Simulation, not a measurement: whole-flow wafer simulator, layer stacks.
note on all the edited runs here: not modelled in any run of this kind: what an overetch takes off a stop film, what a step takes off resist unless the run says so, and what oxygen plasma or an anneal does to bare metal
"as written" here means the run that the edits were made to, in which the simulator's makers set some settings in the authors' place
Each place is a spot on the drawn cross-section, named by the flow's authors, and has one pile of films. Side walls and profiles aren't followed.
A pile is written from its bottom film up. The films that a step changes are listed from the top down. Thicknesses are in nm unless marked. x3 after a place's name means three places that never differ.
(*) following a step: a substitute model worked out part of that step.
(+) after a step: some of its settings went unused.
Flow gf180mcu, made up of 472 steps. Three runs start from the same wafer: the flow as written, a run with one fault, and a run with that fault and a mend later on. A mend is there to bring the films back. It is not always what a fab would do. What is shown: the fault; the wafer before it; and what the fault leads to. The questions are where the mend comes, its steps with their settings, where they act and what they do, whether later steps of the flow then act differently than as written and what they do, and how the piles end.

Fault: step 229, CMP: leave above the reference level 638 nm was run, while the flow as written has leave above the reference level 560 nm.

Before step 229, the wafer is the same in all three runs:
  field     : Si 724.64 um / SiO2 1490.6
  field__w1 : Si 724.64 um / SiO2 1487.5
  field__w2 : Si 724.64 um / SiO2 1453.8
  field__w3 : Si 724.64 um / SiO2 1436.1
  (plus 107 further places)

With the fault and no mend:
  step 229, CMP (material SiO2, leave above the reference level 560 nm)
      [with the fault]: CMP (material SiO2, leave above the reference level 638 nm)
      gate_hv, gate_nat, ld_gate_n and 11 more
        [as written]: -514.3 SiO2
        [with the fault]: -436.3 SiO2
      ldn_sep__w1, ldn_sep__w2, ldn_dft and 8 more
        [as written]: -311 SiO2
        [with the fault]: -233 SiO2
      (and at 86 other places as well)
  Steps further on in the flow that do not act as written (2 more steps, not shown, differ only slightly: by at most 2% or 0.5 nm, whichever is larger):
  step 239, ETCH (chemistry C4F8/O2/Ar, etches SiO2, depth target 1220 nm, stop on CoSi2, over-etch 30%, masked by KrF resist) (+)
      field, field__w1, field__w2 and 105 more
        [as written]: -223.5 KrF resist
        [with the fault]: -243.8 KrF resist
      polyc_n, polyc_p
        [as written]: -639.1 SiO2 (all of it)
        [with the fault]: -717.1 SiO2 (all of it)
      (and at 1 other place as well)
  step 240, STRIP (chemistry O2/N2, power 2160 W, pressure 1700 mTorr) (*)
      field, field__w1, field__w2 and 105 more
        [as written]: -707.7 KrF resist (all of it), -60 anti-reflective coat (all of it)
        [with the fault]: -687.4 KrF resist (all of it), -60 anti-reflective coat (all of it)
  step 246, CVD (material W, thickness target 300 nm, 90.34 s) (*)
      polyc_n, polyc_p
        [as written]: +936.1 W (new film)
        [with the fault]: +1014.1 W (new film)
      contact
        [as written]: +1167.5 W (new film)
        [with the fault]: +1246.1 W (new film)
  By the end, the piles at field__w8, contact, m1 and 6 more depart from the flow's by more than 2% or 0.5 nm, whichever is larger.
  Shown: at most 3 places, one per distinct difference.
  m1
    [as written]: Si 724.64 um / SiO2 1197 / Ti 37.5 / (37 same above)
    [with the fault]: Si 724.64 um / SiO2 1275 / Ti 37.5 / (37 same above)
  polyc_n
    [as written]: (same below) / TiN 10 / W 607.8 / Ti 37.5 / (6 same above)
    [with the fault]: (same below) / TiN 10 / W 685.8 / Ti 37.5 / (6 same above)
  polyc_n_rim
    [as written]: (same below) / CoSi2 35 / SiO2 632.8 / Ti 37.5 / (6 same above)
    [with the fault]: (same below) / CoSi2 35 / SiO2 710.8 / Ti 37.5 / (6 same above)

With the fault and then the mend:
  After step 229 comes the mend.
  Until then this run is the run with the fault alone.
  step 229a, CMP (material SiO2, leave above the reference level 560 nm) (the flow's step 229, run once more)
      field, field__w1, field__w2 and 108 more
        -78 SiO2
  Later steps of the flow that are run all act as written at every place that is followed.
  The piles end the same as the flow's at every place that both follow.
